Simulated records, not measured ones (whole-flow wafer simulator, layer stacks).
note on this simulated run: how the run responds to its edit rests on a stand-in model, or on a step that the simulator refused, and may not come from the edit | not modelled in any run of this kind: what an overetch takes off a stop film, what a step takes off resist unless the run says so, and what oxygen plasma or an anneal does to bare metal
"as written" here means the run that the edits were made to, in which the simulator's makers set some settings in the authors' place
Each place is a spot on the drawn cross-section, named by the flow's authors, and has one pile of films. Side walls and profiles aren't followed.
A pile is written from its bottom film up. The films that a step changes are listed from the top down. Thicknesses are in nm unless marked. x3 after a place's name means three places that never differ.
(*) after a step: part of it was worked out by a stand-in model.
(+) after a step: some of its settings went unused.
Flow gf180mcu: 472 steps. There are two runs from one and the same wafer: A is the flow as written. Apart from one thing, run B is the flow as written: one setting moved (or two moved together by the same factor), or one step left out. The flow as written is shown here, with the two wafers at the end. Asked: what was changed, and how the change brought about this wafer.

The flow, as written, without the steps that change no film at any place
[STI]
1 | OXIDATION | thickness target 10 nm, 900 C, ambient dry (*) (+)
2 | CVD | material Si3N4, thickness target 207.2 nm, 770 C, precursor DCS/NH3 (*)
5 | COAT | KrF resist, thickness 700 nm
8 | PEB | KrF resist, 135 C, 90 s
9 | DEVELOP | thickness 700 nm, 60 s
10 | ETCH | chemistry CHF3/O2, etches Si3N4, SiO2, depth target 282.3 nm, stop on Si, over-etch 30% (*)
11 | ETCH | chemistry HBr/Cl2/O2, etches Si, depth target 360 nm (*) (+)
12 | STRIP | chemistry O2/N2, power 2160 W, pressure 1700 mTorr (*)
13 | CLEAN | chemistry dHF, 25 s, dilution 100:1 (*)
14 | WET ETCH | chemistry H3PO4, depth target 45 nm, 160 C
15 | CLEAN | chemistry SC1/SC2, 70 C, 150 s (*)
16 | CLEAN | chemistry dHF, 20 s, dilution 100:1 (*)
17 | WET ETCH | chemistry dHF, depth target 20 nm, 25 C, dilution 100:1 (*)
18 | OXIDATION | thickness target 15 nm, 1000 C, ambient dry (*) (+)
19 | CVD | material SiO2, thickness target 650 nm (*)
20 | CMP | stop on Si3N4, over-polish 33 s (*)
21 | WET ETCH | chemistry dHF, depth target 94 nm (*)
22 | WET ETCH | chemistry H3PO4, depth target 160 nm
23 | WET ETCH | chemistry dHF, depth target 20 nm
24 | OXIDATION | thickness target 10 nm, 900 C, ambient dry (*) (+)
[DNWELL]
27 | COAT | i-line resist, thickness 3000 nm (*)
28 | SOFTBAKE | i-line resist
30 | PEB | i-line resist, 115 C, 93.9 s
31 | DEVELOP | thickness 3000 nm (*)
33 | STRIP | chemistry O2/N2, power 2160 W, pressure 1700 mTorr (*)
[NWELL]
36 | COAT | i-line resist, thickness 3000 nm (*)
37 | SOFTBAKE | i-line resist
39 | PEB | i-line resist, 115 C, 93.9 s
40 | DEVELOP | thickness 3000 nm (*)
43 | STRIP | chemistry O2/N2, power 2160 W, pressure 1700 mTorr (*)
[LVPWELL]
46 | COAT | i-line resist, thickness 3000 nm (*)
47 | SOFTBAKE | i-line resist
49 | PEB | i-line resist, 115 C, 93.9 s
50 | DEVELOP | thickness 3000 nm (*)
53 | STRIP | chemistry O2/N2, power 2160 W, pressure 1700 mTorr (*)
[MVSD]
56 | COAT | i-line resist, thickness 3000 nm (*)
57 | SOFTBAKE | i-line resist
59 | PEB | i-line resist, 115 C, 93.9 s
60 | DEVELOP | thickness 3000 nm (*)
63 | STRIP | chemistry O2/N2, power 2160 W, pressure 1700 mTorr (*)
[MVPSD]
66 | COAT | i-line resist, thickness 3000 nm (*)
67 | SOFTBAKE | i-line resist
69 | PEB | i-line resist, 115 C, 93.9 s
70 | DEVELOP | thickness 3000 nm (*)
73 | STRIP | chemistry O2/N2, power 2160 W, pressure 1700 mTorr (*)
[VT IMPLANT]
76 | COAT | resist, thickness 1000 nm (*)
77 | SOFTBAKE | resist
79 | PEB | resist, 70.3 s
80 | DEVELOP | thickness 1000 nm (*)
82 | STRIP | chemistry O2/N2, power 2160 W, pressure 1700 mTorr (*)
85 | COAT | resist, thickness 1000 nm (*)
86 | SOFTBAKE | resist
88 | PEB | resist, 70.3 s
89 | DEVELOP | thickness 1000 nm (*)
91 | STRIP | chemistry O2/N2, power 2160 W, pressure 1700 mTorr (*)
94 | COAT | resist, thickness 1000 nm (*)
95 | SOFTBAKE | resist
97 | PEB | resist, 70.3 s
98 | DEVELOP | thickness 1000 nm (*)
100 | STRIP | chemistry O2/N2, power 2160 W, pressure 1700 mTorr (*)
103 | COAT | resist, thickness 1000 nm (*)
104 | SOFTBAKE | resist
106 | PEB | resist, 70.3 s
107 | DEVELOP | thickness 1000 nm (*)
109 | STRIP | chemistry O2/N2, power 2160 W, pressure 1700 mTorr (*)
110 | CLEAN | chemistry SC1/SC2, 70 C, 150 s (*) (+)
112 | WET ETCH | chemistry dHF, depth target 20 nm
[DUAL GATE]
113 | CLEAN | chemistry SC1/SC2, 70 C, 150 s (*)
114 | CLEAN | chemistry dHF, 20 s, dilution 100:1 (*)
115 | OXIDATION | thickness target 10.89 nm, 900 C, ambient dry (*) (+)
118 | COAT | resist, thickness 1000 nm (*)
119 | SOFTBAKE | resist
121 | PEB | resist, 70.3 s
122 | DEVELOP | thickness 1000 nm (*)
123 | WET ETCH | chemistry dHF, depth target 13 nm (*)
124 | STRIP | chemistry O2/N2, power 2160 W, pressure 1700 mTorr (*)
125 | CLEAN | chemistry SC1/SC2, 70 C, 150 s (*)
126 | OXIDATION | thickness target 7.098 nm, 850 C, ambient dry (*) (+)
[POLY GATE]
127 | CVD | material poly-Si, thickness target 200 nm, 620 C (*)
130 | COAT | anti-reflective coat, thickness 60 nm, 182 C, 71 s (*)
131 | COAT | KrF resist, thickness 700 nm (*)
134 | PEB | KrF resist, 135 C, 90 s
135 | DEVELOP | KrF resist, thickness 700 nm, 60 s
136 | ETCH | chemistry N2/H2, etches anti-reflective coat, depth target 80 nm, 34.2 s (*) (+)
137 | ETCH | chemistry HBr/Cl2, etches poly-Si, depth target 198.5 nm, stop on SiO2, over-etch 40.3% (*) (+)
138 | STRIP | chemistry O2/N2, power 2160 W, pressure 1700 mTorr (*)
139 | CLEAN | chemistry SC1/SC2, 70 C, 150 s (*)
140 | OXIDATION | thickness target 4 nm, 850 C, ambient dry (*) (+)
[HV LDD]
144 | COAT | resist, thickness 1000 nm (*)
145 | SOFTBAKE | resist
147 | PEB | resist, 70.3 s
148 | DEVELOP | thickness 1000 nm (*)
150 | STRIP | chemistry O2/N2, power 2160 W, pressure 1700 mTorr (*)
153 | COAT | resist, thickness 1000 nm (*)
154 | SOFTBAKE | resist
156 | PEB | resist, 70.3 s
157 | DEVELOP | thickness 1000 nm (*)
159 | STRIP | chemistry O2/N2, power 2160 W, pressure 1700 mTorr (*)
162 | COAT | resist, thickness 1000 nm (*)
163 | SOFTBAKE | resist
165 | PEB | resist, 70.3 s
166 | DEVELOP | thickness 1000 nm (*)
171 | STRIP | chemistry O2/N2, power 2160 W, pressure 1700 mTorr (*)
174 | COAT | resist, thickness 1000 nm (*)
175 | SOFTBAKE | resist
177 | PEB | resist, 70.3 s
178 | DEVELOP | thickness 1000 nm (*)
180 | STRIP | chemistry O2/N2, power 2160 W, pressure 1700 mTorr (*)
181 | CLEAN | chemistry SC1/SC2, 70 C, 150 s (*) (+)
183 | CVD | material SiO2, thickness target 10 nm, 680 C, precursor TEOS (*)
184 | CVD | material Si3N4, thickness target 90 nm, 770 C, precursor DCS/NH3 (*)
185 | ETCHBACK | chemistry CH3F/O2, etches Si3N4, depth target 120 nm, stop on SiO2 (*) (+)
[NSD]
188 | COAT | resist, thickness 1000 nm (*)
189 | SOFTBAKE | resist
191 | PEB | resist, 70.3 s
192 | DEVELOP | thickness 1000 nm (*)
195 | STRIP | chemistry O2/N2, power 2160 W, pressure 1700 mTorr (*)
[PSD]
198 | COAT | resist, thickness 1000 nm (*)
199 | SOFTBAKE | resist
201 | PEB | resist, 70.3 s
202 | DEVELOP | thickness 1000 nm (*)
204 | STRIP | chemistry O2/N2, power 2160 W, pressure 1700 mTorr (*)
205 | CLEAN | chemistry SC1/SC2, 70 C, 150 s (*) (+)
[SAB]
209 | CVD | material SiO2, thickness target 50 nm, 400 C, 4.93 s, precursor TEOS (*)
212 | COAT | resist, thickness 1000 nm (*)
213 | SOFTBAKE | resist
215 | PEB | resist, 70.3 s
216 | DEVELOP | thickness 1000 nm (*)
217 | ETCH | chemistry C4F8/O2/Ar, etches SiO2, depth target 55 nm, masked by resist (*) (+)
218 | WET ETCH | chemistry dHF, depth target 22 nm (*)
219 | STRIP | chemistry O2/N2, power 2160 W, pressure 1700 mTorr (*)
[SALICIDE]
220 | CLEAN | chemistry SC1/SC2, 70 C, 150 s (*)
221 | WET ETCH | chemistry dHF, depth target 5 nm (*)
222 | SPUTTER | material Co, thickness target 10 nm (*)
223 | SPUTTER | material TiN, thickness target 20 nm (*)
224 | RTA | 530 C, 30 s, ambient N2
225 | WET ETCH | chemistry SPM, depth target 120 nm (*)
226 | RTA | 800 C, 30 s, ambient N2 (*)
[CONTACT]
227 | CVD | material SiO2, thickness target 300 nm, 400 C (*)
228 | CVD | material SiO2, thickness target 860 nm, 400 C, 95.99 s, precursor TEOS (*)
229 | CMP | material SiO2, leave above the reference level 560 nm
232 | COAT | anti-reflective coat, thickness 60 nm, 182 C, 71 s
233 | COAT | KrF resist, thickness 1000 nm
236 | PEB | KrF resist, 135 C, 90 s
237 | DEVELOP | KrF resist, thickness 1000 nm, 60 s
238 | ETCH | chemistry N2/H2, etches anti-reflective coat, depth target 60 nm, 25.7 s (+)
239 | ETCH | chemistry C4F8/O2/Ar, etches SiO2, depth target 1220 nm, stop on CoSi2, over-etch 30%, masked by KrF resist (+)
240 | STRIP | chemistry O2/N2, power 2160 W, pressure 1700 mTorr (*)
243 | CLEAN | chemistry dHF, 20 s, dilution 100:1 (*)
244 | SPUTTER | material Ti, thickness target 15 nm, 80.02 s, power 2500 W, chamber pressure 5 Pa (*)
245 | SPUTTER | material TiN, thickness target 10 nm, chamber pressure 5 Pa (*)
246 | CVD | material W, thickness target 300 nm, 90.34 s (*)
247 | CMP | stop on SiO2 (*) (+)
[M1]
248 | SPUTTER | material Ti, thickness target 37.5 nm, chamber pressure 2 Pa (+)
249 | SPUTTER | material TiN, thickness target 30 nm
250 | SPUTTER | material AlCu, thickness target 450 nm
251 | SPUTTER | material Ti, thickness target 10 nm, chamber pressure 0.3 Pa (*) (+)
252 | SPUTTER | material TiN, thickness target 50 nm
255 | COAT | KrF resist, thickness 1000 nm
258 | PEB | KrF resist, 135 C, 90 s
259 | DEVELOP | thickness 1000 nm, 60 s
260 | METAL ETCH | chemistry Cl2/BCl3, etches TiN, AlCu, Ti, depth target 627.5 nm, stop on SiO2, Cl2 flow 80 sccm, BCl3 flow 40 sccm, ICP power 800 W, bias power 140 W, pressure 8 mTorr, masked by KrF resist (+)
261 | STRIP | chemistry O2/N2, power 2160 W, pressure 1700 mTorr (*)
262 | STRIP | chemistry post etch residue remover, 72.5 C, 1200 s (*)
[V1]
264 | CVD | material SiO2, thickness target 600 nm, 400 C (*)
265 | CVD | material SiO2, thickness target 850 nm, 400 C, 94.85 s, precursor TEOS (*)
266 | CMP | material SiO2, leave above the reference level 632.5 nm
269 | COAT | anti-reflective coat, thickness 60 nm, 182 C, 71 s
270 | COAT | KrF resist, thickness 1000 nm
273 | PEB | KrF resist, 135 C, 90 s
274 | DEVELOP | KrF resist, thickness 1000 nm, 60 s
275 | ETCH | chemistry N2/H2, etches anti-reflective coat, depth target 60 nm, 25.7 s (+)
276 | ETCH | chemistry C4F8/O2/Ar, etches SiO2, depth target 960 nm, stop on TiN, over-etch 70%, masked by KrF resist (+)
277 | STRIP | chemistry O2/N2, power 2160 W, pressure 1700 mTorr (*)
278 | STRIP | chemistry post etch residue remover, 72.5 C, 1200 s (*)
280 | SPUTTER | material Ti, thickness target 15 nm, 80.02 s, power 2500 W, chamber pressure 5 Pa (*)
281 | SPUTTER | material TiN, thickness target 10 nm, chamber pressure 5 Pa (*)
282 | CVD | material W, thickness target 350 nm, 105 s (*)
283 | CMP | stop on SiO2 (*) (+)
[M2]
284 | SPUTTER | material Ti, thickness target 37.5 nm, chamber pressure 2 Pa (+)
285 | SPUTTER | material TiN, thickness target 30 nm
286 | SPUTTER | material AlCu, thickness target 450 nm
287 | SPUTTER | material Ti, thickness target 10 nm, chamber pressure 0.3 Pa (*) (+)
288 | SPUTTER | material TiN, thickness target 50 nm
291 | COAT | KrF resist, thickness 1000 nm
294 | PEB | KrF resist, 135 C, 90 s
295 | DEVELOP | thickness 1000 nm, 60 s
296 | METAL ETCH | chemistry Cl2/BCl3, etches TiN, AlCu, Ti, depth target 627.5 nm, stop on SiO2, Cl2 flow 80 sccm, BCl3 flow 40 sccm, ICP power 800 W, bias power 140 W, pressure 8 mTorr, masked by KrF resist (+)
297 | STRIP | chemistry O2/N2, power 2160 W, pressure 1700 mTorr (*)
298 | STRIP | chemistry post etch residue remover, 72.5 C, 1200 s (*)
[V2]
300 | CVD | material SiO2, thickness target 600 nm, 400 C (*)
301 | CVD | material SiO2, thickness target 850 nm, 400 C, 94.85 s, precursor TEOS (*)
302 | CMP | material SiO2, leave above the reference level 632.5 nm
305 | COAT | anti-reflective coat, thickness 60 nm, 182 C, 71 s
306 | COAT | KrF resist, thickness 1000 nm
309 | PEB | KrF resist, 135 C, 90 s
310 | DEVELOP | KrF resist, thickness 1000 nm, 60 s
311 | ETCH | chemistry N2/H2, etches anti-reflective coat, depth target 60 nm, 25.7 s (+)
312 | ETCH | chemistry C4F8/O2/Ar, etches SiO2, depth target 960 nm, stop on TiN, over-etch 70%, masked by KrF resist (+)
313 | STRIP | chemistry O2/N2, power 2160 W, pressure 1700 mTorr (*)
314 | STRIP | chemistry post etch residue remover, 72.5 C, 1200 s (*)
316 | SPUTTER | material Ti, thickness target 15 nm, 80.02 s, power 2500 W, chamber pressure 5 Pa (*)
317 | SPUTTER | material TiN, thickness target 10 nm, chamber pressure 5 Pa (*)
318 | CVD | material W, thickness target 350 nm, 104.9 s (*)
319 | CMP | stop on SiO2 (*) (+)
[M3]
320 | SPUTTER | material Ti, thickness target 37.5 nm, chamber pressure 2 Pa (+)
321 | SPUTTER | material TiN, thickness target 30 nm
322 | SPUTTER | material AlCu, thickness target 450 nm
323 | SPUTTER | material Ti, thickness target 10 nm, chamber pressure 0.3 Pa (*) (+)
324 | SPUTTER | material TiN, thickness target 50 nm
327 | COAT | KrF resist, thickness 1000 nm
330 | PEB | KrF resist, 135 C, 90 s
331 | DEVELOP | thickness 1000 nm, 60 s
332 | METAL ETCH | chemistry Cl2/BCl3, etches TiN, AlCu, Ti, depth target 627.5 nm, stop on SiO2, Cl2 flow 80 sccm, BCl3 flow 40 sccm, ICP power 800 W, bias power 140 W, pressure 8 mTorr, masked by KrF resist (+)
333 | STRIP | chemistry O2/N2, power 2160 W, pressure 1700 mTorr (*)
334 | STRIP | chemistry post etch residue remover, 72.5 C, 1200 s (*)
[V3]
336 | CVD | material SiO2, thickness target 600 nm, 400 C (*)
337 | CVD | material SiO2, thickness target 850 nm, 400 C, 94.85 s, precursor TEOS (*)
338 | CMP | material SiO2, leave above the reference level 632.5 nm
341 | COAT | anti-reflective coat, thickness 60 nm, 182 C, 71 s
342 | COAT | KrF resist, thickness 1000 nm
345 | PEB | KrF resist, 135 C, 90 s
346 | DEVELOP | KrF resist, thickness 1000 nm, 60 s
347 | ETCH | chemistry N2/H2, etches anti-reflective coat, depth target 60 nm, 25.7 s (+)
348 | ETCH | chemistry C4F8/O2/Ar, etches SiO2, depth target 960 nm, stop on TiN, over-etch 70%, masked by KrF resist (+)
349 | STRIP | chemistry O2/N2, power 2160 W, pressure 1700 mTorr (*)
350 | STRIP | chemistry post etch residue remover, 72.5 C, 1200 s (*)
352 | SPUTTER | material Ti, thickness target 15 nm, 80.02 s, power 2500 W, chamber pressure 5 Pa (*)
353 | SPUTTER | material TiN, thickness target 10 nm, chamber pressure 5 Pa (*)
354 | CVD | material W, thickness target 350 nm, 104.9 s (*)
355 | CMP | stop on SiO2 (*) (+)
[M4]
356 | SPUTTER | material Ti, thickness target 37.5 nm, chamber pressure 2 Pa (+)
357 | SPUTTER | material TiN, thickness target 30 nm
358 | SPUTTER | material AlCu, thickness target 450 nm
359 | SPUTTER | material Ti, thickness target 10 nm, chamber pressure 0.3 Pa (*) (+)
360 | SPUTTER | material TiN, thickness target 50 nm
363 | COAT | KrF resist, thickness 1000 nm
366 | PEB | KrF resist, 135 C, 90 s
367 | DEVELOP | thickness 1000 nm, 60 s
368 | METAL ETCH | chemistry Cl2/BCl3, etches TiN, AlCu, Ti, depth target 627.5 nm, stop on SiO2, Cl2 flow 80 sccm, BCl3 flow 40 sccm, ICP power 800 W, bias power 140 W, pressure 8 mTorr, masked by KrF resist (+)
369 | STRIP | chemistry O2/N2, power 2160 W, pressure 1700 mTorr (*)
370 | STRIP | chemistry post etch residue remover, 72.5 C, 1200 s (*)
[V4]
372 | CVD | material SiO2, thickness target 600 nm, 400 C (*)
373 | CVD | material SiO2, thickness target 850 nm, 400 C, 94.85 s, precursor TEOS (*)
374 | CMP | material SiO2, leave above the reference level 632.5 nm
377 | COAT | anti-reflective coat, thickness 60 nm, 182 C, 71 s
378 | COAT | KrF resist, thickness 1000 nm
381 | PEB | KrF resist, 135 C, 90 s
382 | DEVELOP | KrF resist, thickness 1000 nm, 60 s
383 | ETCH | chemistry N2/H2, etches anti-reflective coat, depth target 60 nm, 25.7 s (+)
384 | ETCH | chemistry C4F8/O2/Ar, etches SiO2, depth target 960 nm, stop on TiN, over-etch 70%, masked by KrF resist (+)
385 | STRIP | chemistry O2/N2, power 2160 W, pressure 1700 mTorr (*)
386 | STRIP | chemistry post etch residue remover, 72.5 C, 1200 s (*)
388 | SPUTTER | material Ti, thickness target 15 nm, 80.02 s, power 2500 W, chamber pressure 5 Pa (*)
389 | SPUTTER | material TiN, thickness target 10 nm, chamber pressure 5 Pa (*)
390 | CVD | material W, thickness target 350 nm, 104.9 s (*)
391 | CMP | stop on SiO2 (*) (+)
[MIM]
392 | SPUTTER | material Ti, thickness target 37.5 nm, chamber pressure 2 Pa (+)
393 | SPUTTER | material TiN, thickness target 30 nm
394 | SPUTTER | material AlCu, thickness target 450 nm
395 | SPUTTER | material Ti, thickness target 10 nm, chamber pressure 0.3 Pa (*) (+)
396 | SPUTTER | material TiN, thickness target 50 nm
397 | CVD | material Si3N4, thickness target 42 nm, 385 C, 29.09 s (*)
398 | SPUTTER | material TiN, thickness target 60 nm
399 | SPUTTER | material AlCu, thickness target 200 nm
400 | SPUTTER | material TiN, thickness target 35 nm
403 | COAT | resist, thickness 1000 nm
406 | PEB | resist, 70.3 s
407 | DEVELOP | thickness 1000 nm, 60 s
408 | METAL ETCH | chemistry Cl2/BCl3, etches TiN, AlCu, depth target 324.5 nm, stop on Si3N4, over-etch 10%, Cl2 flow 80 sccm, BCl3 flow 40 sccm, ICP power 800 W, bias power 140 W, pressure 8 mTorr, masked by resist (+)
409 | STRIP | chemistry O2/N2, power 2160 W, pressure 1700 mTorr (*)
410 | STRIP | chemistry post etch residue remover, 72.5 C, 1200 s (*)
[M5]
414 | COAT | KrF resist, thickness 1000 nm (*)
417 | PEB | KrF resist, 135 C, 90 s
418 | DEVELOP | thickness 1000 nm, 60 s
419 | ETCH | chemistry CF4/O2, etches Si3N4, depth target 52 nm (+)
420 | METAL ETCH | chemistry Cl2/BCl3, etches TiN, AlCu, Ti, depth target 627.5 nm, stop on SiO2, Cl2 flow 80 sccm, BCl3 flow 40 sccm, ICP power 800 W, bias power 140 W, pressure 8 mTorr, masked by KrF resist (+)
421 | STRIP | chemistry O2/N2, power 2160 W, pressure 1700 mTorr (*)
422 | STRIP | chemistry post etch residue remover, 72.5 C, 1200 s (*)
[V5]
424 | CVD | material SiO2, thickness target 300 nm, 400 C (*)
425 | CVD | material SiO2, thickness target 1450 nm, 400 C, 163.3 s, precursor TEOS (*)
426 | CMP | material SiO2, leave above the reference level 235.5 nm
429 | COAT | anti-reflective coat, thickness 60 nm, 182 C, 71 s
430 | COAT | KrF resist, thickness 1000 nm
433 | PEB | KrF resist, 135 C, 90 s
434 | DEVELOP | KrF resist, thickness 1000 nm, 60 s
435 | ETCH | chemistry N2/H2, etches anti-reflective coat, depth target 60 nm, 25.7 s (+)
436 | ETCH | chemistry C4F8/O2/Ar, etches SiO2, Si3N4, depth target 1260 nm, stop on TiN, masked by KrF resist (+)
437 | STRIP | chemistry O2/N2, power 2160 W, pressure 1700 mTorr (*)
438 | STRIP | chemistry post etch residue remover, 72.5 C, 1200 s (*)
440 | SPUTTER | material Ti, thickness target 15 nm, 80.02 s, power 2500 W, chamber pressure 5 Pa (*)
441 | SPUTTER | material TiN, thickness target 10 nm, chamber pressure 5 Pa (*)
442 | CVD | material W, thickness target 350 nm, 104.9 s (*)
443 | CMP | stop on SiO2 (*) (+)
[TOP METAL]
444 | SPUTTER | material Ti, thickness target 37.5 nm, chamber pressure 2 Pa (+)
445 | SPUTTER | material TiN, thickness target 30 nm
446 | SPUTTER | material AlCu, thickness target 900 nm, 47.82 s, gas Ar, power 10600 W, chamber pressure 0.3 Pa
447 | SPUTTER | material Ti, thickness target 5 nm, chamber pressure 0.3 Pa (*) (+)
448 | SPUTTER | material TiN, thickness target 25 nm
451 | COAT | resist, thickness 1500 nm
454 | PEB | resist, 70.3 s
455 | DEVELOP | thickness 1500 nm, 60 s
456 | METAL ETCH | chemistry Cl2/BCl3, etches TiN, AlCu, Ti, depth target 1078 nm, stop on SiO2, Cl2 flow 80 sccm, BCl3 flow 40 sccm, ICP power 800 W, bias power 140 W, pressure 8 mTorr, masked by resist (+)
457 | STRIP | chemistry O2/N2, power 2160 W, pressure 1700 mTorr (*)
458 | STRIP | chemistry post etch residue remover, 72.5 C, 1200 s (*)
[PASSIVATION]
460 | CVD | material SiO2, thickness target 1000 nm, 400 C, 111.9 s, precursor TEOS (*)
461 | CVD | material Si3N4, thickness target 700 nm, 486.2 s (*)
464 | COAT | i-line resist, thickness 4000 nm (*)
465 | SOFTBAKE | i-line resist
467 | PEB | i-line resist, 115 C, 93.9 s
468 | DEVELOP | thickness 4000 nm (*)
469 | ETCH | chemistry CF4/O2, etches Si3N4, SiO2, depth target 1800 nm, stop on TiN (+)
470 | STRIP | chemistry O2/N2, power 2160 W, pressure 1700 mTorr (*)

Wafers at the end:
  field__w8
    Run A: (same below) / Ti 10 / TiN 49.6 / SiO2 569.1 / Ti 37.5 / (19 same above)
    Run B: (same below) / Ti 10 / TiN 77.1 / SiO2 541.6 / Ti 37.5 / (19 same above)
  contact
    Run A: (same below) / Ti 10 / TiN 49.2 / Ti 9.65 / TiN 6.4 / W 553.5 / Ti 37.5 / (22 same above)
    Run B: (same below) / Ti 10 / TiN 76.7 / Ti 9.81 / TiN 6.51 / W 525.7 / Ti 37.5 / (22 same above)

Cause: step 324, SPUTTER: thickness target 77.5 nm was run, whereas the flow has thickness target 50 nm.

Step by step, how the change led to this:
  324 | SPUTTER | material TiN, thickness target 50 nm
      field, field__w1, field__w2 and 108 more: A TiN gains 50 (new film) | B TiN gains 77.5 (new film)
  332 | METAL ETCH | chemistry Cl2/BCl3, etches TiN, AlCu, Ti, depth target 627.5 nm, stop on SiO2, Cl2 flow 80 sccm, BCl3 flow 40 sccm, ICP power 800 W, bias power 140 W, pressure 8 mTorr, masked by KrF resist (+)
      field, field__w1, field__w2 and 103 more: A TiN loses 50 (all of it), Ti loses 10 (all of it), AlCu loses 450 (all of it), TiN loses 30 (all of it), Ti loses 37.5 (all of it) | B TiN loses 77.5 (all of it), Ti loses 10 (all of it), AlCu loses 450 (all of it), TiN loses 30 (all of it), Ti loses 37.5 (all of it)
  338 | CMP | material SiO2, leave above the reference level 632.5 nm
      field__w8, contact, m1, m1__w1, m1_nw: A SiO2 loses 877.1 | B SiO2 loses 904.6
  348 | ETCH | chemistry C4F8/O2/Ar, etches SiO2, depth target 960 nm, stop on TiN, over-etch 70%, masked by KrF resist (+)
      field, field__w1, field__w2 and 107 more: A KrF resist loses 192 | B KrF resist loses 185.3
      contact: A SiO2 loses 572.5 (all of it) | B SiO2 loses 545 (all of it)
  354 | CVD | material W, thickness target 350 nm, 104.9 s (*)
      contact: A W gains 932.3 (new film) | B W gains 904.5 (new film)
